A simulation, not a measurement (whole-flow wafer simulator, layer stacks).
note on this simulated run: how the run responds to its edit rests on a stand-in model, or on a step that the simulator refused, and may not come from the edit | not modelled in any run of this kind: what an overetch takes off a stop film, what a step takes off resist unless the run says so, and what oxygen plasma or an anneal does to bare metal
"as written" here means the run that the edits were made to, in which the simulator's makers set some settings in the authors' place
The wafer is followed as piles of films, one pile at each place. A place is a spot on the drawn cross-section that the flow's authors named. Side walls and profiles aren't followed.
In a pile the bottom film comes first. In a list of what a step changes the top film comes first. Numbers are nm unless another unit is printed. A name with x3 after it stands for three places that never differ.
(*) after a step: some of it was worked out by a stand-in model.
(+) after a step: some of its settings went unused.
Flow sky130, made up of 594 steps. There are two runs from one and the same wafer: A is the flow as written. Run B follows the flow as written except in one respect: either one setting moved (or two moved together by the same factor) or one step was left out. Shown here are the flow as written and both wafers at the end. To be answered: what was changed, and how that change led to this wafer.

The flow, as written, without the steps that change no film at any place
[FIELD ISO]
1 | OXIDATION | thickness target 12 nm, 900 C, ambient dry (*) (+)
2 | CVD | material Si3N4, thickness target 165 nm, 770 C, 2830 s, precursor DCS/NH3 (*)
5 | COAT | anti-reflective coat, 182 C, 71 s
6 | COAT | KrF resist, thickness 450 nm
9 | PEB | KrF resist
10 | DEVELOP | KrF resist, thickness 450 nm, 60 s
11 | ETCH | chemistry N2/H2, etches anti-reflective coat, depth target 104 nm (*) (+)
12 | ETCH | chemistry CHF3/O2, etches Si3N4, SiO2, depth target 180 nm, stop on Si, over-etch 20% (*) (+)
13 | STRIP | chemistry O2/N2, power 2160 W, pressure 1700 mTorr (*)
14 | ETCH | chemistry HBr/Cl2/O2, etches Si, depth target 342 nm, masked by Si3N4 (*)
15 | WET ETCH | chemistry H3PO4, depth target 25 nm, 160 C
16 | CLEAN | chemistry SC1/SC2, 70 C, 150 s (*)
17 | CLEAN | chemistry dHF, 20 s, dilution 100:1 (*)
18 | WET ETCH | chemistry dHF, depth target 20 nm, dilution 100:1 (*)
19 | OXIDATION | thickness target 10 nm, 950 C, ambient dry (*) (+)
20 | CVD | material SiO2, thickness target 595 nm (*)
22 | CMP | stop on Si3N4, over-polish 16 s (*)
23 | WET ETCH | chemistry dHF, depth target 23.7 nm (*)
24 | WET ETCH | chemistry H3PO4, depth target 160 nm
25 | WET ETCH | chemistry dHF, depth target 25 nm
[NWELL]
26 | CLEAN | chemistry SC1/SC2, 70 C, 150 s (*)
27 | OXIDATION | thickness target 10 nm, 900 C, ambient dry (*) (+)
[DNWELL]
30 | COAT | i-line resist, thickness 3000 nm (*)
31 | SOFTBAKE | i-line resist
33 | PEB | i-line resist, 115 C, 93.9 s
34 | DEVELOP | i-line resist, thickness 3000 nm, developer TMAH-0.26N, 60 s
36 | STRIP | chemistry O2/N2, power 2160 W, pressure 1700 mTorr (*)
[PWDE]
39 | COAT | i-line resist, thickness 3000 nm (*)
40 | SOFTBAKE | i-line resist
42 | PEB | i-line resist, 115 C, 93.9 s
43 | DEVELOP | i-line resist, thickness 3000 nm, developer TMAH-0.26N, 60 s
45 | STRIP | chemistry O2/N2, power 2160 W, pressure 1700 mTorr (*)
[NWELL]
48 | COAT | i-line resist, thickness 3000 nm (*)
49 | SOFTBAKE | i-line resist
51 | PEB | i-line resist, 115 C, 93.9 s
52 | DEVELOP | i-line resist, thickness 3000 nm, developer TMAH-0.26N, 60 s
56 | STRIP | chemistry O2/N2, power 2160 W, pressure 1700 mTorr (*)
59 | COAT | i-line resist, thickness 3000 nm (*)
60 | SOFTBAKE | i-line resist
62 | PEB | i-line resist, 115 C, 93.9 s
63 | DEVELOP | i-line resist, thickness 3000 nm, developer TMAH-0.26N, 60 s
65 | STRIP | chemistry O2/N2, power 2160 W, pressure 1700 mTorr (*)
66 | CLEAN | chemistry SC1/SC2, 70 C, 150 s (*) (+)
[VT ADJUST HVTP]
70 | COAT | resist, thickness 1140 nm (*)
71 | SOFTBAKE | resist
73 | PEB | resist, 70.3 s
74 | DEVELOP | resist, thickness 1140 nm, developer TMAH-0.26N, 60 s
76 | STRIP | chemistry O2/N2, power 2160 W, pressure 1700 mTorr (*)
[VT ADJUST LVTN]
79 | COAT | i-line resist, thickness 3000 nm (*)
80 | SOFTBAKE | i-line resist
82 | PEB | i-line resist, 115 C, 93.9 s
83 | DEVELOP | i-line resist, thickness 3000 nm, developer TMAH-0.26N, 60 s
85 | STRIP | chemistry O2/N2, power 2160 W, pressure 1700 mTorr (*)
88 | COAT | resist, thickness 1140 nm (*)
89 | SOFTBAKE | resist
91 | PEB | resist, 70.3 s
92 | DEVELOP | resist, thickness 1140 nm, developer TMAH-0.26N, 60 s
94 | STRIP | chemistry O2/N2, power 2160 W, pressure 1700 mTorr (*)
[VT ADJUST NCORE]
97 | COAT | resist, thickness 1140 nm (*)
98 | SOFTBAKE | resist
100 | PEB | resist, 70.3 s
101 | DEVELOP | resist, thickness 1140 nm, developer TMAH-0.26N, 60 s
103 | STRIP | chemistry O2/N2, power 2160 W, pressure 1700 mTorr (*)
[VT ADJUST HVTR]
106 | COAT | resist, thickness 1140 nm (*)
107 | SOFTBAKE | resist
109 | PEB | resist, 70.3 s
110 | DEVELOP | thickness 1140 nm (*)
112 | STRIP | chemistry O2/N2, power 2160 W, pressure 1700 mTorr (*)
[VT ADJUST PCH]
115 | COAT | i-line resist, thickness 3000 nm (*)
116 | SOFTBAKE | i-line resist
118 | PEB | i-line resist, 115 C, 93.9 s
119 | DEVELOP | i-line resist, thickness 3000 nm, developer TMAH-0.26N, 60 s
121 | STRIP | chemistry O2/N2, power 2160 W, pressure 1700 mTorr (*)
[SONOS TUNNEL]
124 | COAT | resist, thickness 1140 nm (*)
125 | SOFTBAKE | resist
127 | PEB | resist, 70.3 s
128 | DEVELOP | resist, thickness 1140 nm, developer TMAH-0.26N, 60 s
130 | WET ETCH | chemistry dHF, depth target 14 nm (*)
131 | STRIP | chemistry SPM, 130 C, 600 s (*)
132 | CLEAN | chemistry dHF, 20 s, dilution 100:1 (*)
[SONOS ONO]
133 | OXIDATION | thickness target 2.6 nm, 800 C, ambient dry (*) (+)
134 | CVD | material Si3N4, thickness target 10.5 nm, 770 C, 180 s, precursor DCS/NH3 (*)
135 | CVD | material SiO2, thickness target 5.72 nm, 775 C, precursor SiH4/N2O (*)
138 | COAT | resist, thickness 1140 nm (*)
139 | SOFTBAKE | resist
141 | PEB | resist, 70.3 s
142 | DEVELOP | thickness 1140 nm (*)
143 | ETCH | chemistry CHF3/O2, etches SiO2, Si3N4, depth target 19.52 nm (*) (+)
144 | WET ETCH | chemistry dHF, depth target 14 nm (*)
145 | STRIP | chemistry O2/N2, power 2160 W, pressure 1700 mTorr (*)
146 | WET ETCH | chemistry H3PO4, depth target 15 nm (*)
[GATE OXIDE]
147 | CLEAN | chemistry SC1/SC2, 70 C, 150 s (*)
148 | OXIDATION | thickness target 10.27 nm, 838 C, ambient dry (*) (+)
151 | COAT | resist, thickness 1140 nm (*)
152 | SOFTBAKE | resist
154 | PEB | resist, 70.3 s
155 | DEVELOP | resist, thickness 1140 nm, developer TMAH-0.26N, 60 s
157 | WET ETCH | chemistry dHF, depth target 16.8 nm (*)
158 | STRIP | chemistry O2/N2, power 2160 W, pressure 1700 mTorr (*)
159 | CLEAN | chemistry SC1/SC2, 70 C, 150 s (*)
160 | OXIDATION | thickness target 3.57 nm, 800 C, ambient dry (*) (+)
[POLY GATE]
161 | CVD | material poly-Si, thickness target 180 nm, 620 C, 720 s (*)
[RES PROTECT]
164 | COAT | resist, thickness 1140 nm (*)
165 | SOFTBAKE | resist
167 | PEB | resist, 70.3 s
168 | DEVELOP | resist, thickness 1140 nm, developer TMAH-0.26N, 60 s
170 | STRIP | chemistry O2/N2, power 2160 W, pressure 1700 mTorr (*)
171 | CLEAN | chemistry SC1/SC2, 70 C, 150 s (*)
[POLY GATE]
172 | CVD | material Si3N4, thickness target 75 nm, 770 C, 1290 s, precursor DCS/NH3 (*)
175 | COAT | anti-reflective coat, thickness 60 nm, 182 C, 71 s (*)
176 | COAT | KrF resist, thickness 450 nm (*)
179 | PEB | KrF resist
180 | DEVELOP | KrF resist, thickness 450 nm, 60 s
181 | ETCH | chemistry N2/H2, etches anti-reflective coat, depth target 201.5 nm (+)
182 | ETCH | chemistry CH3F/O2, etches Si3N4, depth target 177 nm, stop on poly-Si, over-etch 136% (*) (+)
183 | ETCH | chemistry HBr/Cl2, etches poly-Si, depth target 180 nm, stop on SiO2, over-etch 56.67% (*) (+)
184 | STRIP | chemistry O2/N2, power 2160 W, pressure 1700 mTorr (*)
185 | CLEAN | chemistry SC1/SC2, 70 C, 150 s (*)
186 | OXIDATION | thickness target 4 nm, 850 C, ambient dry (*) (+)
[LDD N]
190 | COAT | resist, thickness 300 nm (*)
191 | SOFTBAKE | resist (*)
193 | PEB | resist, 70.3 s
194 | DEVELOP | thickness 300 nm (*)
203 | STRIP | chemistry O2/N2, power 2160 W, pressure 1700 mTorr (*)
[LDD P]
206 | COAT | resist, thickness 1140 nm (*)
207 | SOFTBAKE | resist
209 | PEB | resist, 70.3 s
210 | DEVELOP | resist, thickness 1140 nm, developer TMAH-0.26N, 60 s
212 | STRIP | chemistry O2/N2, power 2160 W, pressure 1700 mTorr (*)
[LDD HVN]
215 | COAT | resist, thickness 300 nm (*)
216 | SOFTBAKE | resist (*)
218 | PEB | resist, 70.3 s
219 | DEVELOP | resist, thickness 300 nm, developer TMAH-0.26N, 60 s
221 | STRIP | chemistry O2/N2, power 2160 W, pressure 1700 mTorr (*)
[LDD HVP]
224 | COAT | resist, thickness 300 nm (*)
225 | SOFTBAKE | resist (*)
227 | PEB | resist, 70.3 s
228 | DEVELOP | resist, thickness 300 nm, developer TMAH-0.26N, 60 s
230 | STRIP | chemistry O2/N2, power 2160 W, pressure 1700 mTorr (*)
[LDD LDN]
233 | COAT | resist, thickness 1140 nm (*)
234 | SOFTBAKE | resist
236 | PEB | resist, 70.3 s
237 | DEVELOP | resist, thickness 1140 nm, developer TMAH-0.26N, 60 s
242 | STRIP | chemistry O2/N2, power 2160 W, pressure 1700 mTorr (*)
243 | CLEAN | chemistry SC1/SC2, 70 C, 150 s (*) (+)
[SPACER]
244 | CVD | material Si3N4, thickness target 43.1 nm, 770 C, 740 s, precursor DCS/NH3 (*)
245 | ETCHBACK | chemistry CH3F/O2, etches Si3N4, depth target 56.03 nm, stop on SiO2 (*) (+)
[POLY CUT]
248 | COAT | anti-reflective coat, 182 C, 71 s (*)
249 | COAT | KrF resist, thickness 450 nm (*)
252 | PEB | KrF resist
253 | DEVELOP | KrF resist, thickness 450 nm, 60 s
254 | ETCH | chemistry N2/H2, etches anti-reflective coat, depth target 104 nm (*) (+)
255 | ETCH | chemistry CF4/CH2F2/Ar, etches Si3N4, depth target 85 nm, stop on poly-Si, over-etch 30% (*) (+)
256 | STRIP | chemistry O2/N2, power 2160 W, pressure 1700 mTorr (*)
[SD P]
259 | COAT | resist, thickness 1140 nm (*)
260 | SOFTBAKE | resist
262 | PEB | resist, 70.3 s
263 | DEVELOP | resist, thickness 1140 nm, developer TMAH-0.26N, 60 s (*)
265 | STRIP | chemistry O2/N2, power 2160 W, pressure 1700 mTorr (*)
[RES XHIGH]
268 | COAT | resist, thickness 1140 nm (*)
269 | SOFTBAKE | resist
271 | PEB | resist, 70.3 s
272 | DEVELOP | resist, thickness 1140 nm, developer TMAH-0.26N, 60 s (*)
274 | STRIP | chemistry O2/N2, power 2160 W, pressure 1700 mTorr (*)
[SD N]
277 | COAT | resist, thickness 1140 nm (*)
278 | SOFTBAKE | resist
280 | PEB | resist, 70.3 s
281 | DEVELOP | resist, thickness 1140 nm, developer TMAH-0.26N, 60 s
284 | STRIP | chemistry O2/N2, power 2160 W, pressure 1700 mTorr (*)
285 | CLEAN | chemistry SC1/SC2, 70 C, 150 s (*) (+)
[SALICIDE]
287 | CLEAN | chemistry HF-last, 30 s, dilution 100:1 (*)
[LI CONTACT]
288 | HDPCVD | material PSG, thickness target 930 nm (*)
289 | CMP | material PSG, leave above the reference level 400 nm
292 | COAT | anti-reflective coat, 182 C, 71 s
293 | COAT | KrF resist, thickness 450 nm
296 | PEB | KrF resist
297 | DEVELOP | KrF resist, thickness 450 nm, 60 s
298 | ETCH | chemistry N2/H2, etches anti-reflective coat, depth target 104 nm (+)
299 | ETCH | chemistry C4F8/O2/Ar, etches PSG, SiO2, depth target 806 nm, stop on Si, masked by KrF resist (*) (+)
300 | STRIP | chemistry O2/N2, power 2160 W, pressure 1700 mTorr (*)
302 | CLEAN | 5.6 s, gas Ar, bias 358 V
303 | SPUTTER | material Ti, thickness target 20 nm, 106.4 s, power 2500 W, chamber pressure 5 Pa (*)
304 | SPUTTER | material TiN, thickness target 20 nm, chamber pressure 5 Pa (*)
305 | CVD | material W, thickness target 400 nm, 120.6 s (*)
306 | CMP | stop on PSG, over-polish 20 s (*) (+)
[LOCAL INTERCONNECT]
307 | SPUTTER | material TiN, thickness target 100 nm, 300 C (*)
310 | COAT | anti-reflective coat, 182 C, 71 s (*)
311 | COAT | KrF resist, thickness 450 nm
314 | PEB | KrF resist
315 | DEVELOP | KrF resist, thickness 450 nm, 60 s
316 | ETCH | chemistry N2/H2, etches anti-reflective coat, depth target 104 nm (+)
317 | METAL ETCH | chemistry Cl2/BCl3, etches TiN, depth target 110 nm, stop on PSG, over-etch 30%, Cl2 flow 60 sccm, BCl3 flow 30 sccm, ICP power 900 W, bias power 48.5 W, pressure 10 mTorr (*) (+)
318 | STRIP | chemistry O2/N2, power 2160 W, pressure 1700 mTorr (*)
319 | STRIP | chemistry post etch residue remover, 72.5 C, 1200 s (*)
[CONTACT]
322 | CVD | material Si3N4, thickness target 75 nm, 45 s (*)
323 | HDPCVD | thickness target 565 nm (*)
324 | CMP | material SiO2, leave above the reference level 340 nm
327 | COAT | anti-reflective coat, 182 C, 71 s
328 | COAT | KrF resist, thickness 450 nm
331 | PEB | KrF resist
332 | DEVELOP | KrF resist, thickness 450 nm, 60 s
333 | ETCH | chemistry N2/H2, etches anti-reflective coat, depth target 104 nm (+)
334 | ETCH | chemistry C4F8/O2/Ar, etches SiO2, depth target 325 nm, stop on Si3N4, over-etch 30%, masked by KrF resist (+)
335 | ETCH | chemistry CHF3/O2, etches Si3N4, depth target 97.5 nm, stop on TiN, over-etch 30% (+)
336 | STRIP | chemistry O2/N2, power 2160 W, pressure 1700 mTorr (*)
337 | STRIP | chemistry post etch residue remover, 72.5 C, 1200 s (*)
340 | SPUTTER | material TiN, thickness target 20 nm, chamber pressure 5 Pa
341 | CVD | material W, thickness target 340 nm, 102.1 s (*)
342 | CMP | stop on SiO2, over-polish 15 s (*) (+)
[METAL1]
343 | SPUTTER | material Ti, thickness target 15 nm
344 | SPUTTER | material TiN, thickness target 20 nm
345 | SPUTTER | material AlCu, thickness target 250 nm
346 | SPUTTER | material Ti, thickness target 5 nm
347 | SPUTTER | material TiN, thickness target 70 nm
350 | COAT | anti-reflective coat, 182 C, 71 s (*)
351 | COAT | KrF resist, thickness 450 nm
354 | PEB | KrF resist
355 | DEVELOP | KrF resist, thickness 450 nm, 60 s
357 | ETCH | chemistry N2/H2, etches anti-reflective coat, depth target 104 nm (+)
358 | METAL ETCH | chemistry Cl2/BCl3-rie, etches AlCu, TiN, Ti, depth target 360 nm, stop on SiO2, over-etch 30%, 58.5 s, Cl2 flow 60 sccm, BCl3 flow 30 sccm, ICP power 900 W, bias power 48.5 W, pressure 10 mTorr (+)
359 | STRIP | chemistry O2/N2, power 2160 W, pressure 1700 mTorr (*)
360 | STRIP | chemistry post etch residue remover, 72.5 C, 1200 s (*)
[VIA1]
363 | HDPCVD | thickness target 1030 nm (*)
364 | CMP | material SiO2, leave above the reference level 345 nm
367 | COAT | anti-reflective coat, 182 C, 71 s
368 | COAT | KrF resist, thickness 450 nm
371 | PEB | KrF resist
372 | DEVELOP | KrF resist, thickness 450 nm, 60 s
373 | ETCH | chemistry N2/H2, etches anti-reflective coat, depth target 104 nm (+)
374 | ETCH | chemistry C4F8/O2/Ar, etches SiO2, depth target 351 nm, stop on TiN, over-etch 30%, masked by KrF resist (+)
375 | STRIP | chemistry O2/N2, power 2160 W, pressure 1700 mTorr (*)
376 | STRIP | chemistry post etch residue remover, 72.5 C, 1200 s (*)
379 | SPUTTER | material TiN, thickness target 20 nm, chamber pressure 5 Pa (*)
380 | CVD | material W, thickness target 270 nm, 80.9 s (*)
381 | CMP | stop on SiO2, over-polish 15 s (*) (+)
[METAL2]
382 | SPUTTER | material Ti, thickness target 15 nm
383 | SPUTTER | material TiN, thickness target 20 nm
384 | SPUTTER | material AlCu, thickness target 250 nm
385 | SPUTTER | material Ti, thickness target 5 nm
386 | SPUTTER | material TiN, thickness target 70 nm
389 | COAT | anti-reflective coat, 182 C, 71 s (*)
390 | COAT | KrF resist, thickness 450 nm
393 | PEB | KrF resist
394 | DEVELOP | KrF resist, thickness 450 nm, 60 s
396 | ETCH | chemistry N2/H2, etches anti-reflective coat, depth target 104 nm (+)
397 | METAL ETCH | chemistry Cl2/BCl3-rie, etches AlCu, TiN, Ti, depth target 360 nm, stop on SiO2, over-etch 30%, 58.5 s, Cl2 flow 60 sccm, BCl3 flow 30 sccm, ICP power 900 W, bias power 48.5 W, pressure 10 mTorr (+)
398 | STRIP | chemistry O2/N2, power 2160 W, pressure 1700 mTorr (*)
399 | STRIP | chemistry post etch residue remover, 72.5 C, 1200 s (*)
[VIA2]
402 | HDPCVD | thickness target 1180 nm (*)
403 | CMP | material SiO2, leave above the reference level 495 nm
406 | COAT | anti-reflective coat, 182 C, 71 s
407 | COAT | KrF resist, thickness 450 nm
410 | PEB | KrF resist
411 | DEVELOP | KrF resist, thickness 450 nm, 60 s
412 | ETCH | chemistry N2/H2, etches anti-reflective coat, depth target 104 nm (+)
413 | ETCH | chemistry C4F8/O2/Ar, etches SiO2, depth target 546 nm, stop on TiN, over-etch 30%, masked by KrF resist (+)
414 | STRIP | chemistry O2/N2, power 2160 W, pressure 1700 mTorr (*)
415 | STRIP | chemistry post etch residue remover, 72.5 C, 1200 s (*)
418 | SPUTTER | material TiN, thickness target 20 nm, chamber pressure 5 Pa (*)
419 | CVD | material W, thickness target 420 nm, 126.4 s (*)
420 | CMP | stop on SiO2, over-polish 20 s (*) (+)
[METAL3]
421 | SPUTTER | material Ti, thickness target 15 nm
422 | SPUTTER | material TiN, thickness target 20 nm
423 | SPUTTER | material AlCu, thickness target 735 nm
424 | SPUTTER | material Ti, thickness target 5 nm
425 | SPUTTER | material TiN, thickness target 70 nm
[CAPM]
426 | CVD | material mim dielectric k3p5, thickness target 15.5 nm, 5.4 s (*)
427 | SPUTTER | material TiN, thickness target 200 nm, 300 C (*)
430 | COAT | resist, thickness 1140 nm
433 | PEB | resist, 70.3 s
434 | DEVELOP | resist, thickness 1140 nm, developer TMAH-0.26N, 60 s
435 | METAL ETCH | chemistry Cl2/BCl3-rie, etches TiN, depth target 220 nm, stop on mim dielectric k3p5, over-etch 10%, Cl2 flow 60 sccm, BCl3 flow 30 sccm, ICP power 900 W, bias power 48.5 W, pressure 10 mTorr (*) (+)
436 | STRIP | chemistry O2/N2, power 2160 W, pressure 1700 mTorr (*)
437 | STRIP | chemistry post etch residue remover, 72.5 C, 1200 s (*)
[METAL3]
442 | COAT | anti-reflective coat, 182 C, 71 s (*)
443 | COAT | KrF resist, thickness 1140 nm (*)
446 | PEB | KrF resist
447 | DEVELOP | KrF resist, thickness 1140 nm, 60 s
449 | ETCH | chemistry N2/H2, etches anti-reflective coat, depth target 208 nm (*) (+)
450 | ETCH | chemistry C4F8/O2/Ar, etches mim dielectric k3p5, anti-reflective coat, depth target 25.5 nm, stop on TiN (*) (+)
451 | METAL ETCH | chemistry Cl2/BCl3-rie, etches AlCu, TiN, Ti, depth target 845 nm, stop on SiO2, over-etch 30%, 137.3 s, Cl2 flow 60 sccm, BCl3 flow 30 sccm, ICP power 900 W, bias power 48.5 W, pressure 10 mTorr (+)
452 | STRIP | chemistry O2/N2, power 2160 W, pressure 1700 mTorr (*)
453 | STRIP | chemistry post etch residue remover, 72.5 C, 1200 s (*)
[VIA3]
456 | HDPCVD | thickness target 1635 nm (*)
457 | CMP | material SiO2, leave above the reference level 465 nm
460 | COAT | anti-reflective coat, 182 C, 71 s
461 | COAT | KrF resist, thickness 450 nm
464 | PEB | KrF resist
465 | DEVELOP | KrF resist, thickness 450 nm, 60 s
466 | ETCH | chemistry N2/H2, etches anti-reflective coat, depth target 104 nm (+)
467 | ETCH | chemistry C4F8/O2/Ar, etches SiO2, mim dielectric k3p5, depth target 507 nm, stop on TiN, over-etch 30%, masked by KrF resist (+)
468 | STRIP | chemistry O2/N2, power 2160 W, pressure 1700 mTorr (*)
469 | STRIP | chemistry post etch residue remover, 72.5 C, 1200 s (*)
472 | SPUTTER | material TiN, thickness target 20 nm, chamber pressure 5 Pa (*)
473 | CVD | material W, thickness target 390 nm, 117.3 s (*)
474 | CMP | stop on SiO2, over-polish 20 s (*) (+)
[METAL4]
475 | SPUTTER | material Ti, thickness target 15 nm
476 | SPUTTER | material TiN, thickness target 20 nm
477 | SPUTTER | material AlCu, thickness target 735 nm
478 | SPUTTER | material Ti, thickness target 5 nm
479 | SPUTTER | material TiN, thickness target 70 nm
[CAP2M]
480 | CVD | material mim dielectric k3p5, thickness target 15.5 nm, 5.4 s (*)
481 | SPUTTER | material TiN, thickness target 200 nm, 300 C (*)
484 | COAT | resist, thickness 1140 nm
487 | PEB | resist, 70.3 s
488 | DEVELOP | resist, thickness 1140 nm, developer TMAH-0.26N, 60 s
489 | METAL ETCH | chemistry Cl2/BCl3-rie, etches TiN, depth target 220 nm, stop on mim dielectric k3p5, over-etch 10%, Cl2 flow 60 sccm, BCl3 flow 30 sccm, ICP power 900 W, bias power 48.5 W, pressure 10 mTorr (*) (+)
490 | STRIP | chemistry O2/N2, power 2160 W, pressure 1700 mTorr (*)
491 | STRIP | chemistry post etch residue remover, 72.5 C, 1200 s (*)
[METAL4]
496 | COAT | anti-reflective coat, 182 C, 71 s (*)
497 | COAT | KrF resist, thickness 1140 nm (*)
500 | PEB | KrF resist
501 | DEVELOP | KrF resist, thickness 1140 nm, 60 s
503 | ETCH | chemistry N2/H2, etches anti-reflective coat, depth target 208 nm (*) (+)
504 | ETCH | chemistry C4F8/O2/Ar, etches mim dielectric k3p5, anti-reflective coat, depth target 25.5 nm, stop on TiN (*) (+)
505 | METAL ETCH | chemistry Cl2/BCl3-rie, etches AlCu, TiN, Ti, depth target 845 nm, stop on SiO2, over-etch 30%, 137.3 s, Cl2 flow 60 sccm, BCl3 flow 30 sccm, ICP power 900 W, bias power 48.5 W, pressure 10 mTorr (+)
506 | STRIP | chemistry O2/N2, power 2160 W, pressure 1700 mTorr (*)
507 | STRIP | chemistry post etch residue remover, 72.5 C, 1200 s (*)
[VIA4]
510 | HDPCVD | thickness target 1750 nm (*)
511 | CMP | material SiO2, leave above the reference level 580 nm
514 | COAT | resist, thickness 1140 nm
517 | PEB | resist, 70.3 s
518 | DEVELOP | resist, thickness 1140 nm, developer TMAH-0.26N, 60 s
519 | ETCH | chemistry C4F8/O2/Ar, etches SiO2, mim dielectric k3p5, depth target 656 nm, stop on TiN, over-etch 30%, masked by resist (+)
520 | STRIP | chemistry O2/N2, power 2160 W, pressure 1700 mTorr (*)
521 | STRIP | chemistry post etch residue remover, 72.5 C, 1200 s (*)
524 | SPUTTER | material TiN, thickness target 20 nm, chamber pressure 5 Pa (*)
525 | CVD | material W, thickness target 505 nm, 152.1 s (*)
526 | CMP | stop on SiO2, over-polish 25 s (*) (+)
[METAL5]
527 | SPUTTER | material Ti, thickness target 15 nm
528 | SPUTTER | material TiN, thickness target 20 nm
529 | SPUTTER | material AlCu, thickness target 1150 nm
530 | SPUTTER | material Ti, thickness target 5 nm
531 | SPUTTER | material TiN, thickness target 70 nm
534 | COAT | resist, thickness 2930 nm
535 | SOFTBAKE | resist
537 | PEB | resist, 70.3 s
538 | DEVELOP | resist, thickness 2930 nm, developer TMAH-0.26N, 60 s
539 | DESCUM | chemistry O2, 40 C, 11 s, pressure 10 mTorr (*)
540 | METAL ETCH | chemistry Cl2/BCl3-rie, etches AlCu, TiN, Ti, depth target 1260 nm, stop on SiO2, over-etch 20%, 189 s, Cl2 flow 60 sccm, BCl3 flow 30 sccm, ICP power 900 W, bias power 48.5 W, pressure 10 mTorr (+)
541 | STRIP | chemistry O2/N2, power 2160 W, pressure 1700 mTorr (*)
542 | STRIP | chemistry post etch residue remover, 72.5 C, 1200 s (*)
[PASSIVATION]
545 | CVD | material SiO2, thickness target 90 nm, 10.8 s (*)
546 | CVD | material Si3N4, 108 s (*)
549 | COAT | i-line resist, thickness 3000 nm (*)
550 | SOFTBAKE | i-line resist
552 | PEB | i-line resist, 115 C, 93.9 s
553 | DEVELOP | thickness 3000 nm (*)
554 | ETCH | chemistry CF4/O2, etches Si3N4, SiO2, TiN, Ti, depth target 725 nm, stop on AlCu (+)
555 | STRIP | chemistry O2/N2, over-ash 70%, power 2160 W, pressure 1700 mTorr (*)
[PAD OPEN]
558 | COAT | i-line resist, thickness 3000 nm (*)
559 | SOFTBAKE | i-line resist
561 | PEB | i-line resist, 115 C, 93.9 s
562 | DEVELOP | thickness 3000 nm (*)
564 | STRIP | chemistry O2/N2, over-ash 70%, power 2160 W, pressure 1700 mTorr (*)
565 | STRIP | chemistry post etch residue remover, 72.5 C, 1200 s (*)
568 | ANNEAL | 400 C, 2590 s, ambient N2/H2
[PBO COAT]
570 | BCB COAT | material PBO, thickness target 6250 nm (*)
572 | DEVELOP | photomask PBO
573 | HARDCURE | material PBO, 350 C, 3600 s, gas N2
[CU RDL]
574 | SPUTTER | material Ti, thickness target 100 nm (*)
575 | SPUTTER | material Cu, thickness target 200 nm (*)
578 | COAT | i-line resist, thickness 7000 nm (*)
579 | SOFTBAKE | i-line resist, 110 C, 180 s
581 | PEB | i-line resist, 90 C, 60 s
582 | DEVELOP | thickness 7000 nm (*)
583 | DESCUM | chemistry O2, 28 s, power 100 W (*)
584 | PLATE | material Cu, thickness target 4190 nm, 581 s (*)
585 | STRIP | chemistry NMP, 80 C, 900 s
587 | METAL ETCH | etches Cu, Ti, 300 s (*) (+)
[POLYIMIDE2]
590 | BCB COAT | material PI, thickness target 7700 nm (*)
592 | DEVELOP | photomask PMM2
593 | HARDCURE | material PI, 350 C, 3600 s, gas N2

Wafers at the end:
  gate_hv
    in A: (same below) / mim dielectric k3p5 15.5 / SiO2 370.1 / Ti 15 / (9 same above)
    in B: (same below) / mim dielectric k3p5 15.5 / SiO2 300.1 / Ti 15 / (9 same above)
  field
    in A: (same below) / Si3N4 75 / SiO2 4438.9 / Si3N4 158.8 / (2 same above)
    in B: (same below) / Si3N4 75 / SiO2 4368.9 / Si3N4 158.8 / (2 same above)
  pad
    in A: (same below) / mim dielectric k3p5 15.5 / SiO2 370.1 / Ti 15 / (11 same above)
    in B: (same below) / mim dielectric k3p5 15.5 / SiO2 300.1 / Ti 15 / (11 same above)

Cause: step 457, CMP: leave above the reference level 395 nm was run, though the flow has leave above the reference level 465 nm.

How this came from the change, step by step:
  457 | CMP | material SiO2, leave above the reference level 465 nm
      n_well, p_well, gate_hv and 99 more: A -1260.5 SiO2 | B -1330.5 SiO2
      field, active, gate and 82 more: A -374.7 SiO2 | B -444.7 SiO2
      (and at 5 other places as well)
  467 | ETCH | chemistry C4F8/O2/Ar, etches SiO2, mim dielectric k3p5, depth target 507 nm, stop on TiN, over-etch 30%, masked by KrF resist (+)
      field, active, n_well and 187 more: A -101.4 KrF resist | B -83.2 KrF resist
      m1: A -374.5 SiO2 (all of it), -15.5 mim dielectric k3p5 (all of it) | B -304.5 SiO2 (all of it), -15.5 mim dielectric k3p5 (all of it)
      (and at 1 other place as well)
  468 | STRIP | chemistry O2/N2, power 2160 W, pressure 1700 mTorr (*)
      field, active, n_well and 187 more: A -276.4 KrF resist (all of it), -80 anti-reflective coat (all of it) | B -294.6 KrF resist (all of it), -80 anti-reflective coat (all of it)
  472 | SPUTTER | material TiN, thickness target 20 nm, chamber pressure 5 Pa (*)
      m1: A +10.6 TiN | B +11.6 TiN
      via3_hole: A +10.6 TiN | B +11.5 TiN
  473 | CVD | material W, thickness target 390 nm, 117.3 s (*)
      m1: A +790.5 W (new film) | B +719.5 W (new film)
      via3_hole: A +789.9 W (new film) | B +718.9 W (new film)
